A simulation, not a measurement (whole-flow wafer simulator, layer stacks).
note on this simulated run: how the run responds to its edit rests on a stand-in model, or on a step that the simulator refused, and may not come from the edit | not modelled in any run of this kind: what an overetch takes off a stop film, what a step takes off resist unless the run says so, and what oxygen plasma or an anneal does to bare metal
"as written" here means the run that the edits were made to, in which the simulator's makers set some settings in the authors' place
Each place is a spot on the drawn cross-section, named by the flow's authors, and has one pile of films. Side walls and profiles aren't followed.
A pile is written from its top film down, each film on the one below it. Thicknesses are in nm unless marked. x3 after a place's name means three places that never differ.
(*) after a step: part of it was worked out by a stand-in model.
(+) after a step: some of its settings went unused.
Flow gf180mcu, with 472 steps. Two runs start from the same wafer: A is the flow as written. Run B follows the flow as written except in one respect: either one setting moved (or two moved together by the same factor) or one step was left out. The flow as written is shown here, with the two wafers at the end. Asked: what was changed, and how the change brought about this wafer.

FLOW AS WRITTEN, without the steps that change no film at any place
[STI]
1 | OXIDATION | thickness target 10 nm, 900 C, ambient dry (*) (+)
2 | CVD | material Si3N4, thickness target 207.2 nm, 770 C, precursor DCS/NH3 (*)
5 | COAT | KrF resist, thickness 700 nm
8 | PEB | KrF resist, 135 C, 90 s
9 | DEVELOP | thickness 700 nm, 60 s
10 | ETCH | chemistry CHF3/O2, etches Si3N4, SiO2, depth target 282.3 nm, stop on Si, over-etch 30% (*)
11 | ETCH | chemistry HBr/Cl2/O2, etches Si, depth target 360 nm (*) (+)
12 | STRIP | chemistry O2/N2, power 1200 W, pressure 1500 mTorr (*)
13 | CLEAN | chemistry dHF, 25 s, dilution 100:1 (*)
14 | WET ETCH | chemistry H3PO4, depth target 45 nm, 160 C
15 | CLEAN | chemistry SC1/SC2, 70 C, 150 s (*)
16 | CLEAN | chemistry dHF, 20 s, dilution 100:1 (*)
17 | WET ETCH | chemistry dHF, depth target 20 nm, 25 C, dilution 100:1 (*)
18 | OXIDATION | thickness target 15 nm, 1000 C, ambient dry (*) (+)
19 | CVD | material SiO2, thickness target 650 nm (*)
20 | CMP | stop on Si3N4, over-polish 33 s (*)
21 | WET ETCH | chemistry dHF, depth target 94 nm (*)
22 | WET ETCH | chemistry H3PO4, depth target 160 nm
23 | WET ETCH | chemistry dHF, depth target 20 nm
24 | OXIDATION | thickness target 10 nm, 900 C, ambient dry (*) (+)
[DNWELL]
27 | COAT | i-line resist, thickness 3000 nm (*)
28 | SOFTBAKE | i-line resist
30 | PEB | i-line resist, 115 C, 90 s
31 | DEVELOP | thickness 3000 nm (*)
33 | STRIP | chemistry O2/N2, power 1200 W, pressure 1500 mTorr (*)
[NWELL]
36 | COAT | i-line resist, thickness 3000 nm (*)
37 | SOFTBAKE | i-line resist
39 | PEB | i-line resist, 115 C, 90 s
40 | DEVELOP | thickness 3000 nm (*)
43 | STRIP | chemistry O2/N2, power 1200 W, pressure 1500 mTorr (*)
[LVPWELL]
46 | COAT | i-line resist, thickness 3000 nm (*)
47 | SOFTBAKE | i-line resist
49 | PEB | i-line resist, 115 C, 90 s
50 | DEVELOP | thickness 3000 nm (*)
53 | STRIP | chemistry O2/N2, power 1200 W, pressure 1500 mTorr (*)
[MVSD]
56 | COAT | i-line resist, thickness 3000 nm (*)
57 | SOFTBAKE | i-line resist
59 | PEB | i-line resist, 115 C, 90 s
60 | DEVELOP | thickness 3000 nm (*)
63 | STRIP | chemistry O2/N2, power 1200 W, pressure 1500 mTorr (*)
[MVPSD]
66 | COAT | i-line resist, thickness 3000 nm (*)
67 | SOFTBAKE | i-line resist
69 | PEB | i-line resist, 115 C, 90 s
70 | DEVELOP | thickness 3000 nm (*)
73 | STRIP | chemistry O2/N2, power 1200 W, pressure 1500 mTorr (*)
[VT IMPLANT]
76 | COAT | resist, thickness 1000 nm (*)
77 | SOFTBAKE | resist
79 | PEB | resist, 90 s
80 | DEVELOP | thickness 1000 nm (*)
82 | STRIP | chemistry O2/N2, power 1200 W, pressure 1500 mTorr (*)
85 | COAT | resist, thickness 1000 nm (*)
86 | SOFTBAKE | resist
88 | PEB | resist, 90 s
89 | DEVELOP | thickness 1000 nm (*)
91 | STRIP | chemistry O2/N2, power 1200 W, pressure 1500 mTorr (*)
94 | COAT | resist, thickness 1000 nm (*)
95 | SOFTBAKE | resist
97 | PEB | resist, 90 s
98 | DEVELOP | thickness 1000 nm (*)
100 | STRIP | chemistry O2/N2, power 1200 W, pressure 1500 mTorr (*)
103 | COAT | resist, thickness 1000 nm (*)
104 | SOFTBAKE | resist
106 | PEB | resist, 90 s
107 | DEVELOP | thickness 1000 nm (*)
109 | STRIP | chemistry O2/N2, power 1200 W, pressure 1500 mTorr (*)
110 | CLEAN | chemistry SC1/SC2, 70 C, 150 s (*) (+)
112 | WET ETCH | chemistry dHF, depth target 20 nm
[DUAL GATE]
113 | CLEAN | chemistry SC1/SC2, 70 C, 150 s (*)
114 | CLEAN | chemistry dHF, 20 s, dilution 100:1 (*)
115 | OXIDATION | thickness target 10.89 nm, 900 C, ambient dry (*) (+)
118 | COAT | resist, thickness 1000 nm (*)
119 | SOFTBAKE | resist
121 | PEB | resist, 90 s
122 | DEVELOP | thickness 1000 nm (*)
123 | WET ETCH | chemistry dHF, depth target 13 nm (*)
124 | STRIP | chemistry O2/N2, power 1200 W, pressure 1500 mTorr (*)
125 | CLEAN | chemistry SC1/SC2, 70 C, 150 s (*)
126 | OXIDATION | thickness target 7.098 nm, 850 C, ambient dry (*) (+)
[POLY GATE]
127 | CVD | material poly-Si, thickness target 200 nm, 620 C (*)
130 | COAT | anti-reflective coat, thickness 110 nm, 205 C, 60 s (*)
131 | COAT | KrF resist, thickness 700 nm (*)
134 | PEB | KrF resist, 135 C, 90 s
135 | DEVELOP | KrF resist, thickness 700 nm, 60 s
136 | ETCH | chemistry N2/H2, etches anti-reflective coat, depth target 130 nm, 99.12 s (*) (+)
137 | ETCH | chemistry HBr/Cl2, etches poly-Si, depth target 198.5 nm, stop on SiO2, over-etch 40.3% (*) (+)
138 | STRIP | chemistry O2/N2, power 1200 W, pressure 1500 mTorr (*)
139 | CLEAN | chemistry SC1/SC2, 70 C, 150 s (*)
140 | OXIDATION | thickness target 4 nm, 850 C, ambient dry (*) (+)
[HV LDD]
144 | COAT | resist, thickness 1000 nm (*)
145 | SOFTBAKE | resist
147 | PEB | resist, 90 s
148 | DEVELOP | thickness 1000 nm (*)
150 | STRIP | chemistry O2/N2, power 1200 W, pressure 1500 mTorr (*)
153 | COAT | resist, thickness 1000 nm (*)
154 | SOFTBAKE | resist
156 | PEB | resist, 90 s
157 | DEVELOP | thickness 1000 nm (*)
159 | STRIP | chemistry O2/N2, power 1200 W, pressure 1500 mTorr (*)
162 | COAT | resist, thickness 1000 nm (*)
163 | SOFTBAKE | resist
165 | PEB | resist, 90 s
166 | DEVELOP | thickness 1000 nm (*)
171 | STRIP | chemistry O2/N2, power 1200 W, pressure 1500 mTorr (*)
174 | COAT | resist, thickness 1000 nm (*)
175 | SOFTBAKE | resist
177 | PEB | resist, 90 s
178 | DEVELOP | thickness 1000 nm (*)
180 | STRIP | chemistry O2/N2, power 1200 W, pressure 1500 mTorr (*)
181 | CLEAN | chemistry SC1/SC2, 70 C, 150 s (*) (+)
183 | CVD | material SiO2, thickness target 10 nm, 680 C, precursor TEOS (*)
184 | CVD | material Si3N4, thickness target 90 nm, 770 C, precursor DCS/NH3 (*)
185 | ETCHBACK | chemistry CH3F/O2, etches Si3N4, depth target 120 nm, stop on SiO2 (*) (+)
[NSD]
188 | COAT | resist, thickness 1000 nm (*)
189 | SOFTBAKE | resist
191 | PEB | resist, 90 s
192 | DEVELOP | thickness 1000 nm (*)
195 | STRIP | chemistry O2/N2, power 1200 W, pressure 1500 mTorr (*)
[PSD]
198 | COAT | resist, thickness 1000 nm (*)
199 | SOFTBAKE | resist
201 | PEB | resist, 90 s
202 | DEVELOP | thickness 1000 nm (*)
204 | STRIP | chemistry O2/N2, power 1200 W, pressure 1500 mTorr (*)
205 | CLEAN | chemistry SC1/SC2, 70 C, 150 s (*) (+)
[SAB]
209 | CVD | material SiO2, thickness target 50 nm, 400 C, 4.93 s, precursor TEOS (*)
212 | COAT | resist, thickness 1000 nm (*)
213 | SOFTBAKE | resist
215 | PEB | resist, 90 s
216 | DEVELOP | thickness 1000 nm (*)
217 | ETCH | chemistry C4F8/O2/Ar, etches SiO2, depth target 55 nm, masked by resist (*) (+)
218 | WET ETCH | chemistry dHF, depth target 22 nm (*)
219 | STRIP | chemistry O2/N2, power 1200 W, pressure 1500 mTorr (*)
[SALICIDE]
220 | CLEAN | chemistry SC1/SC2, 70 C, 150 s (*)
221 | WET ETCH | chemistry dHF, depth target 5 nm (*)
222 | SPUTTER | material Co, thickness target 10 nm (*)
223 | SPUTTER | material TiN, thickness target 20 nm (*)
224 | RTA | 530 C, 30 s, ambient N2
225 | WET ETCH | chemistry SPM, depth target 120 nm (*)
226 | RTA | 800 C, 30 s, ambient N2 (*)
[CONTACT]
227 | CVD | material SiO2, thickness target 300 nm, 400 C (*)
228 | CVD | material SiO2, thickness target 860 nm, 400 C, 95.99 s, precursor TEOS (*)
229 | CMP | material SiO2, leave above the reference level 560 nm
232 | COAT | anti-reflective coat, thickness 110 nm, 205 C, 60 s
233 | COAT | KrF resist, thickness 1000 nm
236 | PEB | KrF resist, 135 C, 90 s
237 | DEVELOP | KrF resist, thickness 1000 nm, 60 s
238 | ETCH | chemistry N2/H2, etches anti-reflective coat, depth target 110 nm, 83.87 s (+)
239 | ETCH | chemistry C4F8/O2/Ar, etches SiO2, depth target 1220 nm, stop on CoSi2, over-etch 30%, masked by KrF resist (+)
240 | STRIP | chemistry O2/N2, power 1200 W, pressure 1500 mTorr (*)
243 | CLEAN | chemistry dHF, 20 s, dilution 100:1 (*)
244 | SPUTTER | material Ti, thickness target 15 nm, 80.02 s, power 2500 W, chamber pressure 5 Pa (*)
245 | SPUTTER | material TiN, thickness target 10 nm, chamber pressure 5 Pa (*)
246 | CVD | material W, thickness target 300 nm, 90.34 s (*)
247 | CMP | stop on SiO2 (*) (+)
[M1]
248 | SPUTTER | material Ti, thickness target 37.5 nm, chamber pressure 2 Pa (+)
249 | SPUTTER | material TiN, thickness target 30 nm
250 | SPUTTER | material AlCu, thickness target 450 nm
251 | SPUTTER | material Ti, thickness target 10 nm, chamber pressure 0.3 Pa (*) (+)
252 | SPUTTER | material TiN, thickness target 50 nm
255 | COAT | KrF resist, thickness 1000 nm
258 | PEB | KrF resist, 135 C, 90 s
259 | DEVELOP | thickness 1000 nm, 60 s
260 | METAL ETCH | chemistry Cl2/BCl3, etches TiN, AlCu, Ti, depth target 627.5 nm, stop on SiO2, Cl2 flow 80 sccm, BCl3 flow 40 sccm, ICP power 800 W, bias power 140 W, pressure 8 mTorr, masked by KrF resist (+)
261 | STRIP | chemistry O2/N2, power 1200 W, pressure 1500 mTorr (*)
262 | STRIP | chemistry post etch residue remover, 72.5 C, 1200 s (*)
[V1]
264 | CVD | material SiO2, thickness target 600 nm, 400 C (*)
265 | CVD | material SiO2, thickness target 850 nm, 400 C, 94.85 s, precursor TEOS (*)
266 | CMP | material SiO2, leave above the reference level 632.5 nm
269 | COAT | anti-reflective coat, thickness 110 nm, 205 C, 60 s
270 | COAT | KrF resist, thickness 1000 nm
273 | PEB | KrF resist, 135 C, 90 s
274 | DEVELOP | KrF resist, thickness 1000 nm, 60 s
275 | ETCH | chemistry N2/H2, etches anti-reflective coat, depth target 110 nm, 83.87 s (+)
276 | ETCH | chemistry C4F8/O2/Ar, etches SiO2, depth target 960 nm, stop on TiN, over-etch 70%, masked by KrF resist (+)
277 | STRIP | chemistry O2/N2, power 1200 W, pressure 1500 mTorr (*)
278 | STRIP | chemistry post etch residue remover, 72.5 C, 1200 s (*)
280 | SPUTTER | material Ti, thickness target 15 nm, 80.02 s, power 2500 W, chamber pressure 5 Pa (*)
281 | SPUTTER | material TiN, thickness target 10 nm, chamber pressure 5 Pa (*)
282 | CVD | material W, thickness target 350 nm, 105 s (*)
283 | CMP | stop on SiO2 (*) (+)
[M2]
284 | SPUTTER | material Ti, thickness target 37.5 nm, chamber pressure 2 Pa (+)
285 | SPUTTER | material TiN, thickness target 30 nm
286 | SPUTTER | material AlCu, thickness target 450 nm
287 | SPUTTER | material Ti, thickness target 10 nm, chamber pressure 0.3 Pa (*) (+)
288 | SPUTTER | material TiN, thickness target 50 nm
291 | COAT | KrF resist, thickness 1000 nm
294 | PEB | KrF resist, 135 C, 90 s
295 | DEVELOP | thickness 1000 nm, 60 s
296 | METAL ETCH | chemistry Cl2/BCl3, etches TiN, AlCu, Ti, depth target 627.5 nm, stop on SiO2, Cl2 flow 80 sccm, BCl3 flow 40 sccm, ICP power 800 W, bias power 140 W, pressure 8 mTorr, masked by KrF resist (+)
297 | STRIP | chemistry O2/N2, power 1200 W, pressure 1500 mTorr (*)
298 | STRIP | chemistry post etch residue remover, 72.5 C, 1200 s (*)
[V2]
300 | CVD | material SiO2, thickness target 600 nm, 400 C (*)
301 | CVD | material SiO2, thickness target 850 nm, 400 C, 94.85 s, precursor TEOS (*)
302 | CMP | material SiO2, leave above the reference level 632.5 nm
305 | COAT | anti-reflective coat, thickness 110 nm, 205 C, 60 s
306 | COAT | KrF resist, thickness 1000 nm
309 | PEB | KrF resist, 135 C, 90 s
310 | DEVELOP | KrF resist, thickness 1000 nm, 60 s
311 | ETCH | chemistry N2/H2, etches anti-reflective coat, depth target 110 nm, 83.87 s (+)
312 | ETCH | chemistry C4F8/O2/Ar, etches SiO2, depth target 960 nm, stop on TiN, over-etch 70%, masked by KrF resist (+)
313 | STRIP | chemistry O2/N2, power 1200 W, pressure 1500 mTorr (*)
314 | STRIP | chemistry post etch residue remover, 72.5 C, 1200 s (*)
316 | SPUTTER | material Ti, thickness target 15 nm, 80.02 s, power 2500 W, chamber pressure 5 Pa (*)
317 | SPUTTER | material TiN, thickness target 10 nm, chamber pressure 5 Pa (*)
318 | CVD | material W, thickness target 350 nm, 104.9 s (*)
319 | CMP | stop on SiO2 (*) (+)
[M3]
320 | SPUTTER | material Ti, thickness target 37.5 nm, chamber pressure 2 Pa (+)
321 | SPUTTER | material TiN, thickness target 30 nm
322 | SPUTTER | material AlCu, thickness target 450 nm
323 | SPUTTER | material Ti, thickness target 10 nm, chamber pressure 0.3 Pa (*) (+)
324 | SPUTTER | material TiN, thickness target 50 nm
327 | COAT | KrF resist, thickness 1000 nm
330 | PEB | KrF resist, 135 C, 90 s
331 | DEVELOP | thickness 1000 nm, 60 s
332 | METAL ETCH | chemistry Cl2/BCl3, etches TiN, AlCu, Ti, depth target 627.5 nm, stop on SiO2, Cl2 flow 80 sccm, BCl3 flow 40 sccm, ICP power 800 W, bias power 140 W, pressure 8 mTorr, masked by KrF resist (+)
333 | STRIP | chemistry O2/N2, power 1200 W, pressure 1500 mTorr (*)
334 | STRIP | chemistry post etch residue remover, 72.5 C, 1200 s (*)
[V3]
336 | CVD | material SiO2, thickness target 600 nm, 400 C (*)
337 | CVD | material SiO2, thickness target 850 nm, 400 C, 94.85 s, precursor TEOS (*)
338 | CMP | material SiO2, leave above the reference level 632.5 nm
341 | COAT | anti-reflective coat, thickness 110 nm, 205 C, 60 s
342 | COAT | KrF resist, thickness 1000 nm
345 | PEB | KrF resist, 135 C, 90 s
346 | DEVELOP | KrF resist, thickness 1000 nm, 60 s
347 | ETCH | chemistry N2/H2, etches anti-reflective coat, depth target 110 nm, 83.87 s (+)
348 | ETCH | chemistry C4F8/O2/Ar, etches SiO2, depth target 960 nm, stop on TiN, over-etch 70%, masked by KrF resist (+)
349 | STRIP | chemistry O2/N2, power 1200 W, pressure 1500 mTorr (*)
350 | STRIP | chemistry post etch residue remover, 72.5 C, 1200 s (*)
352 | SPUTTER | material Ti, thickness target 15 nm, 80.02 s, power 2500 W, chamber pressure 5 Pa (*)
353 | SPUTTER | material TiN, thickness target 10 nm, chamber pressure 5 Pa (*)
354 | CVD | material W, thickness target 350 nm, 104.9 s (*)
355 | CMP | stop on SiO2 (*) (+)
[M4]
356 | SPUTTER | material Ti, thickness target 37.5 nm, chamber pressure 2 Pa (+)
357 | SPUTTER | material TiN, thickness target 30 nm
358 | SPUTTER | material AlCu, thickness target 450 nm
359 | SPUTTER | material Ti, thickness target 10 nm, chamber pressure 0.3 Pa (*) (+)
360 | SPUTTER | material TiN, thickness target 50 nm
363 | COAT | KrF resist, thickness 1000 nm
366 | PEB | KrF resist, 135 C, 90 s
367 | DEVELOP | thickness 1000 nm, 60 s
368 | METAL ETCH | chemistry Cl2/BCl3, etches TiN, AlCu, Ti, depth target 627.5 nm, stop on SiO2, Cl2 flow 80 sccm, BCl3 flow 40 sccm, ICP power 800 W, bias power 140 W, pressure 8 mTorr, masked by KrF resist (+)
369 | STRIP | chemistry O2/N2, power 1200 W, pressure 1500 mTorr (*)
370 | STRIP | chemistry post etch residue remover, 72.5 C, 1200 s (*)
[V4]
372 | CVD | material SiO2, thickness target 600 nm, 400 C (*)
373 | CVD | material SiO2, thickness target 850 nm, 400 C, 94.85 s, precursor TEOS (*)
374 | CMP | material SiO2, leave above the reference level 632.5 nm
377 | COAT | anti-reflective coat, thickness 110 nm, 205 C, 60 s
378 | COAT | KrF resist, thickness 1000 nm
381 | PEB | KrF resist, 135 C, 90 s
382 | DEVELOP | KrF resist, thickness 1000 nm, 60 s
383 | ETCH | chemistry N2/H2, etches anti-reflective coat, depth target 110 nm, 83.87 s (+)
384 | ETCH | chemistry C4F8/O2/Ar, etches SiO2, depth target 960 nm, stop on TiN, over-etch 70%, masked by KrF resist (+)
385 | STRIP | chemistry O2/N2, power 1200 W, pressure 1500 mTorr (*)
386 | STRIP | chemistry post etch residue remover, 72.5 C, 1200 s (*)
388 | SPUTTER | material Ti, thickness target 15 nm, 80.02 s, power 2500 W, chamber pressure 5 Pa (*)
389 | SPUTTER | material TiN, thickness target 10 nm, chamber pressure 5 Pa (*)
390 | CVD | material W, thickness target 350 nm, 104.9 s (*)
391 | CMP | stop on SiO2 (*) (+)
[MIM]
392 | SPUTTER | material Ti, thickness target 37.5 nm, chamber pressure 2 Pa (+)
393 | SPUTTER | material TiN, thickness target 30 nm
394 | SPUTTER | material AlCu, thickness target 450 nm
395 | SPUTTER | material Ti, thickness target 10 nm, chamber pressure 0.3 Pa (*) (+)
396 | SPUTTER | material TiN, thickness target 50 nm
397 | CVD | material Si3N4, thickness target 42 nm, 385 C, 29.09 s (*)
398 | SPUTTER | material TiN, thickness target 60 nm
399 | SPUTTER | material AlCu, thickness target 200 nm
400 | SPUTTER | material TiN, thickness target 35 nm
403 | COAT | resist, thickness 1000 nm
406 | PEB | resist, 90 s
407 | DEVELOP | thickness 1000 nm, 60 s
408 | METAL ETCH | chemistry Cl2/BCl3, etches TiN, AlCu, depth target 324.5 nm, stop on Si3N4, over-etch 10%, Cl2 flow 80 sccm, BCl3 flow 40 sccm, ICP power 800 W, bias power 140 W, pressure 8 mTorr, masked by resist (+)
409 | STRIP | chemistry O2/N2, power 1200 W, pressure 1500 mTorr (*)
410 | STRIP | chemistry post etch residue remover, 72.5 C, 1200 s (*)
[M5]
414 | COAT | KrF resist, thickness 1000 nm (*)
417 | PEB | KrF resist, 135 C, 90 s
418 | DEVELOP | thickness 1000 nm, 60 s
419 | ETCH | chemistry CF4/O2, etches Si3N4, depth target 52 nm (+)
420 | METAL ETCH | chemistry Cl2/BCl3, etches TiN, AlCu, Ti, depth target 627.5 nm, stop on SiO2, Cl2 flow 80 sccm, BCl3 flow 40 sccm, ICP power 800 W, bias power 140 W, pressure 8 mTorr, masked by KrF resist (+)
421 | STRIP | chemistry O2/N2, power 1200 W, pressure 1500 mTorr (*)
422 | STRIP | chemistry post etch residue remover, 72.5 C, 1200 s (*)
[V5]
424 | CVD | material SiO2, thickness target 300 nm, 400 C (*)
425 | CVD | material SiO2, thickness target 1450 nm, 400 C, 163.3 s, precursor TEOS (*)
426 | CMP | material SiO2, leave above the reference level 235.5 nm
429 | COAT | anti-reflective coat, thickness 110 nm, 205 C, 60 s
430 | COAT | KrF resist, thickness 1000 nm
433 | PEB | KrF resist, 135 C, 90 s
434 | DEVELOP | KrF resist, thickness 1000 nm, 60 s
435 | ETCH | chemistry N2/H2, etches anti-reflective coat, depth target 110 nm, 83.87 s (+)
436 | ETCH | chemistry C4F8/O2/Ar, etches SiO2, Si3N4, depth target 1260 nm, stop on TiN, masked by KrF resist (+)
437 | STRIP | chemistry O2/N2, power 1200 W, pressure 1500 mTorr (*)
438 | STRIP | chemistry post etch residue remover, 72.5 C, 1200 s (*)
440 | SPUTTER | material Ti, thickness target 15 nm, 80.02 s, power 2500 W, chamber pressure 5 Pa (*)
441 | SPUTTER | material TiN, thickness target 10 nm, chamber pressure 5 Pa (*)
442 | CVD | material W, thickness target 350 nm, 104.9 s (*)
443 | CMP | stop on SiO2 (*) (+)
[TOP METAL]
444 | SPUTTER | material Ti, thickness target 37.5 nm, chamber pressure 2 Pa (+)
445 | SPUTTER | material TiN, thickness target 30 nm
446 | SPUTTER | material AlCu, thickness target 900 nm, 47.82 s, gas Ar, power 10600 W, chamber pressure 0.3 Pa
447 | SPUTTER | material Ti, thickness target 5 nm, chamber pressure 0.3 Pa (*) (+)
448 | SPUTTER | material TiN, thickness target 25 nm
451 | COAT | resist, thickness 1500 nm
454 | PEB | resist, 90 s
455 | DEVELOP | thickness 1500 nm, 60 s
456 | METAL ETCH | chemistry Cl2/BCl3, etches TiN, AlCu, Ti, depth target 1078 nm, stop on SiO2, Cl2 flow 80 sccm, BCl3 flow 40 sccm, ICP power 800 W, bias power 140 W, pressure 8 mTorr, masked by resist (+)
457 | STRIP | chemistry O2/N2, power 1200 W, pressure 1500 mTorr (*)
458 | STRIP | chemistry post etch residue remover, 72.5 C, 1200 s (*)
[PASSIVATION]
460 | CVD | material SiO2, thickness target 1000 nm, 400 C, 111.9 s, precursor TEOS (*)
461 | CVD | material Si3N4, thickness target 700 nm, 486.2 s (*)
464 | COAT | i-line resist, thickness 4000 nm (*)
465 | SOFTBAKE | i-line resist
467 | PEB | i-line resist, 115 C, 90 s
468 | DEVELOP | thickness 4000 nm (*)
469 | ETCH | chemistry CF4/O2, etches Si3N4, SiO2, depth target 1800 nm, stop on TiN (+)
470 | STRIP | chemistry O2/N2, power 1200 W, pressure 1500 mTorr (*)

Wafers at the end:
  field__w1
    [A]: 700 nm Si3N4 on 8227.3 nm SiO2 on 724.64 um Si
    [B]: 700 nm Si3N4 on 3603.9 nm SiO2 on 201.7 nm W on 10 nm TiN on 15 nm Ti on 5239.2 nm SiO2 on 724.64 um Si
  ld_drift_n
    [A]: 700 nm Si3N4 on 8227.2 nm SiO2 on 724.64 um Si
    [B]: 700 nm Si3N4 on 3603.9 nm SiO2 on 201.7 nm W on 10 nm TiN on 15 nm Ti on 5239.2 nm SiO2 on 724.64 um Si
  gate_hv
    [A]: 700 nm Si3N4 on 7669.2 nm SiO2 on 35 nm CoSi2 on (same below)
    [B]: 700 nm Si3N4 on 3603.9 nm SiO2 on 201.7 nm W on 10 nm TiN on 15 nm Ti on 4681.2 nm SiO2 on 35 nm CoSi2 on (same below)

What caused this: step 302, CMP: material SiO2, leave above the reference level 632.5 nm, was not run.

The path from the change to this, step by step:
  305 | COAT | anti-reflective coat, thickness 110 nm, 205 C, 60 s
      field__w3, p_well, sti, spacer, sd_n, mim_1p0, pad, dice_street: A anti-reflective coat gains 110 (new film) | B anti-reflective coat gains 113.7 (new film)
      field__w6, ld_sd_n: A anti-reflective coat gains 110 (new film) | B anti-reflective coat gains 116.8 (new film)
      (and at 36 other places as well)
  306 | COAT | KrF resist, thickness 1000 nm
      field: A KrF resist gains 1000 (new film) | B KrF resist gains 855.8 (new film)
      field__w5: A KrF resist gains 1000 (new film) | B KrF resist gains 1035.8 (new film)
      (and at 26 other places as well)
  309 | PEB | KrF resist, 135 C, 90 s
      polyc_n, polyc_n_rim: A KrF resist loses 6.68 | B KrF resist loses 11.3
      field: A KrF resist loses 6.68 | B KrF resist loses 5.01
      (and at 16 other places as well)
  310 | DEVELOP | KrF resist, thickness 1000 nm, 60 s
      contact: A KrF resist loses 993.3 (all of it) | B KrF resist loses 682.8 (all of it)
  311 | ETCH | chemistry N2/H2, etches anti-reflective coat, depth target 110 nm, 83.87 s (+)
      contact: A anti-reflective coat loses 110 (all of it), SiO2 loses 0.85 | B anti-reflective coat loses 17.3 (all of it), SiO2 loses 3.22
  312 | ETCH | chemistry C4F8/O2/Ar, etches SiO2, depth target 960 nm, stop on TiN, over-etch 70%, masked by KrF resist (+)
      contact: A SiO2 loses 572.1 (all of it) | B SiO2 loses 960
  313 | STRIP | chemistry O2/N2, power 1200 W, pressure 1500 mTorr (*)
      p_well, sti, spacer, sd_n, mim_1p0, pad, dice_street: A KrF resist loses 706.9 (all of it), anti-reflective coat loses 110 (all of it) | B KrF resist loses 707.6 (all of it), anti-reflective coat loses 113.7 (all of it)
      field: A KrF resist loses 706.9 (all of it), anti-reflective coat loses 110 (all of it) | B KrF resist loses 564.4 (all of it), anti-reflective coat loses 428.4 (all of it)
      (and at 40 other places as well)
  316 | SPUTTER | material Ti, thickness target 15 nm, 80.02 s, power 2500 W, chamber pressure 5 Pa (*)
      contact: A Ti gains 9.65 (new film) | B Ti gains 10.8 (new film)
  317 | SPUTTER | material TiN, thickness target 10 nm, chamber pressure 5 Pa (*)
      contact: A TiN gains 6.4 (new film) | B TiN gains 7.18 (new film)
  318 | CVD | material W, thickness target 350 nm, 104.9 s (*)
      contact: A W gains 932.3 (new film) | B W gains 743.2 (new film)
  319 | CMP | stop on SiO2 (*) (+)
      field__w8, m1, m1__w1, m1_nw: A W loses 350 (all of it), TiN loses 10 (all of it), Ti loses 15 (all of it), SiO2 loses 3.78 | B W loses 350 (all of it), TiN loses 10 (all of it), Ti loses 15 (all of it), SiO2 loses 23.6
  323 | SPUTTER | material Ti, thickness target 10 nm, chamber pressure 0.3 Pa (*) (+)
      field__w5: A Ti gains 10 (new film) | B Ti gains 9.2 (new film)
  327 | COAT | KrF resist, thickness 1000 nm
      field: A KrF resist gains 1000 (new film) | B KrF resist gains 1163.8 (new film)
      field__w8: A KrF resist gains 1000 (new film) | B KrF resist gains 604.2 (new film)
      (and at 11 other places as well)
  330 | PEB | KrF resist, 135 C, 90 s
      field: A KrF resist loses 6.68 | B KrF resist loses 8.56
      field__w8: A KrF resist loses 6.68 | B KrF resist loses 2.97
      (and at 9 other places as well)
  331 | DEVELOP | thickness 1000 nm, 60 s
      field: A KrF resist loses 993.3 (all of it) | B KrF resist loses 1155.2 (all of it)
      n_well: A KrF resist loses 993.3 (all of it) | B KrF resist loses 1117.7 (all of it)
      (and at 6 other places as well)
  332 | METAL ETCH | chemistry Cl2/BCl3, etches TiN, AlCu, Ti, depth target 627.5 nm, stop on SiO2, Cl2 flow 80 sccm, BCl3 flow 40 sccm, ICP power 800 W, bias power 140 W, pressure 8 mTorr, masked by KrF resist (+)
      field__w5: A TiN loses 50 (all of it), Ti loses 10 (all of it), AlCu loses 450 (all of it), TiN loses 30 (all of it), Ti loses 37.5 (all of it) | B TiN loses 49.3 (all of it), Ti loses 9.2 (all of it), AlCu loses 445.1 (all of it), TiN loses 29.6 (all of it), Ti loses 37.5 (all of it)
  ... another 15 steps ...
  374 | CMP | material SiO2, leave above the reference level 632.5 nm
      field, field__w1, field__w2 and 103 more: A SiO2 loses 300 | B SiO2 loses 287.7
With metal films that touch counted as one body, field__w1 has 1 body; the flow as written gives 0 bodies.
With metal films that touch counted as one body, ld_drift_n has 1 body; the flow as written gives 0 bodies.
With metal films that touch counted as one body, gate_hv has 2 bodies (between them, from the top down: SiO2 4681.2); the flow as written gives 1 body.
